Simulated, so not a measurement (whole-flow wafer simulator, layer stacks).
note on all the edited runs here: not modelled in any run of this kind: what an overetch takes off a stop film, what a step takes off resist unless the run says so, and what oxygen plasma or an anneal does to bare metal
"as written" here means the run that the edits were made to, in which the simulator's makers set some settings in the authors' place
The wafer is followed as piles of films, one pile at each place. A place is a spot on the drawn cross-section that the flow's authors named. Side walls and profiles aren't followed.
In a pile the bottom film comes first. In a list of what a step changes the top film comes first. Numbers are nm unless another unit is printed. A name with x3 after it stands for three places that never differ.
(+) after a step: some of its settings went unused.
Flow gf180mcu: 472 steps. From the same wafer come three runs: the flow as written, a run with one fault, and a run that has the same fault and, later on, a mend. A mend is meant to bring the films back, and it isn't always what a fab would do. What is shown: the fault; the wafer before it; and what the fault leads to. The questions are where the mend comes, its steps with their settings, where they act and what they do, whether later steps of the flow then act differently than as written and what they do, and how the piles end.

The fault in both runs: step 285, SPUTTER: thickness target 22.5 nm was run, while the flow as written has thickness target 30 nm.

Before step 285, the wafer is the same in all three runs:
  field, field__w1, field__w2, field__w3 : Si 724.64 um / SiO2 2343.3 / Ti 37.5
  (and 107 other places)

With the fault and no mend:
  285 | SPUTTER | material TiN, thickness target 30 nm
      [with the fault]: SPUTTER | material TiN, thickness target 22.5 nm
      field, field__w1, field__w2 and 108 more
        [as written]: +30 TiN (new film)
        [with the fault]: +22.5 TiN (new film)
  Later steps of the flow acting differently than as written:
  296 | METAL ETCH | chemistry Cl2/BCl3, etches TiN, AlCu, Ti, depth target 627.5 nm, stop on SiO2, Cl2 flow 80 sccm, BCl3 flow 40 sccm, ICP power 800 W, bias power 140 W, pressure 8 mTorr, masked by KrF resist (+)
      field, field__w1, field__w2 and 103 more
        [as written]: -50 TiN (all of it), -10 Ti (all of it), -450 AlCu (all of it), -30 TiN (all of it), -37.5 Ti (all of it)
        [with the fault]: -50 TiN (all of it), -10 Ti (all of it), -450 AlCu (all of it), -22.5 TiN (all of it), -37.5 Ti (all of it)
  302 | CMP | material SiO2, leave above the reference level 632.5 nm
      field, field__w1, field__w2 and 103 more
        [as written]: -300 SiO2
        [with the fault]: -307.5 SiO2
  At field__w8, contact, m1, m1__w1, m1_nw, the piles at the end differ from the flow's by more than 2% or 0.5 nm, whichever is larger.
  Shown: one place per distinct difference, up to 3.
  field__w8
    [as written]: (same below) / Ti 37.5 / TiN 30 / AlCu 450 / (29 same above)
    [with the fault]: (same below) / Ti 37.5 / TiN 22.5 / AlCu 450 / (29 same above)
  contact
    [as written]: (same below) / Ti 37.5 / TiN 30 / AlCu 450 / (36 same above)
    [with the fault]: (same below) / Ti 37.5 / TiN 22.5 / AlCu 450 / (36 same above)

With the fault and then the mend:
  The mend follows step 285.
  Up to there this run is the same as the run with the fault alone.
  285a | SPUTTER | material TiN, thickness target 7.5 nm (the flow's step 285, run once more with other settings)
      field, field__w1, field__w2 and 108 more
        +7.5 TiN
  Every later step of the flow that is run acts as written at every place that is followed.
  By the end, the piles equal the flow's at every place that both follow.
